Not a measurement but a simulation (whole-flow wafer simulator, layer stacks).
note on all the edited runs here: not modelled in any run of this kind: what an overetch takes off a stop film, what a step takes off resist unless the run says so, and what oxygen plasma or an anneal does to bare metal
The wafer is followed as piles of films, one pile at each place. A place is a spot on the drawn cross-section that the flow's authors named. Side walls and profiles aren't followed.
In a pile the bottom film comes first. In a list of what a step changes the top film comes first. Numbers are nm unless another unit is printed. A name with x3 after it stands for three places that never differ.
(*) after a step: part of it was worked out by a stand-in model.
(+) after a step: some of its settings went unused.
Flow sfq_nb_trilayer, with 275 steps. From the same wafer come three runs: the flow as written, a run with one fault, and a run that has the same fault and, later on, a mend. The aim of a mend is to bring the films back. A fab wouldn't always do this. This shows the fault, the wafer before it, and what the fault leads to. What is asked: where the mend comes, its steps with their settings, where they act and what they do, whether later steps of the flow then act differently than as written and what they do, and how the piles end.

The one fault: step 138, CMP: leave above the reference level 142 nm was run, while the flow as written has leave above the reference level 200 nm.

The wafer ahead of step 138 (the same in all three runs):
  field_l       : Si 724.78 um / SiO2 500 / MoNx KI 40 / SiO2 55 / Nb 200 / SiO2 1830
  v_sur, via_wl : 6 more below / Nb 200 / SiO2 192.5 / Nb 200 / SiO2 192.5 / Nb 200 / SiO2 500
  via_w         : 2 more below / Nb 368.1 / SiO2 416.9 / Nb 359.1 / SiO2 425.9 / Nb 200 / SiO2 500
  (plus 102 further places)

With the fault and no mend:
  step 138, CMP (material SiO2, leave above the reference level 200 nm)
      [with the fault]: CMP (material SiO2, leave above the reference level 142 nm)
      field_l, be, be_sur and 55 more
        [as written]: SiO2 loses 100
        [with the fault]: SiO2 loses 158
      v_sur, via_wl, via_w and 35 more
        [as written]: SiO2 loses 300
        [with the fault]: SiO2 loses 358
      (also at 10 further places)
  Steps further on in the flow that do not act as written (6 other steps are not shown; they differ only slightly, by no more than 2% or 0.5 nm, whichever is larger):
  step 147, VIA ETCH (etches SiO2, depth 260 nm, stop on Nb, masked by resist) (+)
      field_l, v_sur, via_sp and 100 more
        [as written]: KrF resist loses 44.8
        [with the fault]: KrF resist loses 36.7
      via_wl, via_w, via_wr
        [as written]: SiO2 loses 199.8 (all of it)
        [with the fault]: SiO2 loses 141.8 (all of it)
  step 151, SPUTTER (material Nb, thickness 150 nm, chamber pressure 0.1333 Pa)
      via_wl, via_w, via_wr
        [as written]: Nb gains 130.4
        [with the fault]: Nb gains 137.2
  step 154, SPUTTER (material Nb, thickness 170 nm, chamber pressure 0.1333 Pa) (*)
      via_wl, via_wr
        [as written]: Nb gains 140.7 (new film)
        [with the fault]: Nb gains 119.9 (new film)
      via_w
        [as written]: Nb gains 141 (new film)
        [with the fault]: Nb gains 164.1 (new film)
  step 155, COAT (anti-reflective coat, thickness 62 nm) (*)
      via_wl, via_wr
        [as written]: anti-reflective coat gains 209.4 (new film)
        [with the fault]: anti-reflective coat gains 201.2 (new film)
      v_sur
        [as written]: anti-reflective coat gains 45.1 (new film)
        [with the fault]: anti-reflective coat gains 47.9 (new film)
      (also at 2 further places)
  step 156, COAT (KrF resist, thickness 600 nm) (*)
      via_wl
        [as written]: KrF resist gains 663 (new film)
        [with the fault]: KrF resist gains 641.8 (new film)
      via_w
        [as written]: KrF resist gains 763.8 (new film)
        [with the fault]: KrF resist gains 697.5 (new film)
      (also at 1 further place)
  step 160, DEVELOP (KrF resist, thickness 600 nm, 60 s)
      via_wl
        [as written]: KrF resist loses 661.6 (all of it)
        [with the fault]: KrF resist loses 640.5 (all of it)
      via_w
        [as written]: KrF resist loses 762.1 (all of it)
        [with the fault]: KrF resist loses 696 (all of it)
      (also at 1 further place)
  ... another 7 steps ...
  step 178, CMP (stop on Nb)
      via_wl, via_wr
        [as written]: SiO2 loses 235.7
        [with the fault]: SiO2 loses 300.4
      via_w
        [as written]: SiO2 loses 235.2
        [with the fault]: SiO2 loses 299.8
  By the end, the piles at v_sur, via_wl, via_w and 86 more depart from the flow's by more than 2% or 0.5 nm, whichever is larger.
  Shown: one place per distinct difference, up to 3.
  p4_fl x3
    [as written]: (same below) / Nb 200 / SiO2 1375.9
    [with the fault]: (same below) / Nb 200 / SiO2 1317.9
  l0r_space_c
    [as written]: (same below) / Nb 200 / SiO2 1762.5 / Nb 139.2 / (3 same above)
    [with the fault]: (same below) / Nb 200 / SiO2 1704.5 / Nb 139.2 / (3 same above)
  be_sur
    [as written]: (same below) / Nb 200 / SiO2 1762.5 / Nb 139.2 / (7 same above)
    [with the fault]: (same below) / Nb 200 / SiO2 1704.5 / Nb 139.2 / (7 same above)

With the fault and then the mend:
  The mend stands after step 139.
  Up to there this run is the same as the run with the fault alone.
  step 139a, PECVD (material SiO2, thickness 58 nm, 150 C, 12.89 s, RF power 183.3 W, pressure 2.4 Torr, precursor SiH4/N2O) (a further turn of the flow's step 137, with different settings)
      field_l, v_sur, via_wl and 103 more
        SiO2 gains 58
  Every later step of the flow that is run acts as written, at every place that is followed, to within 2% or 0.5 nm, whichever is larger.
  The piles end only slightly different from the flow's at the places that both follow, by no more than 2% or 0.5 nm, whichever is larger.
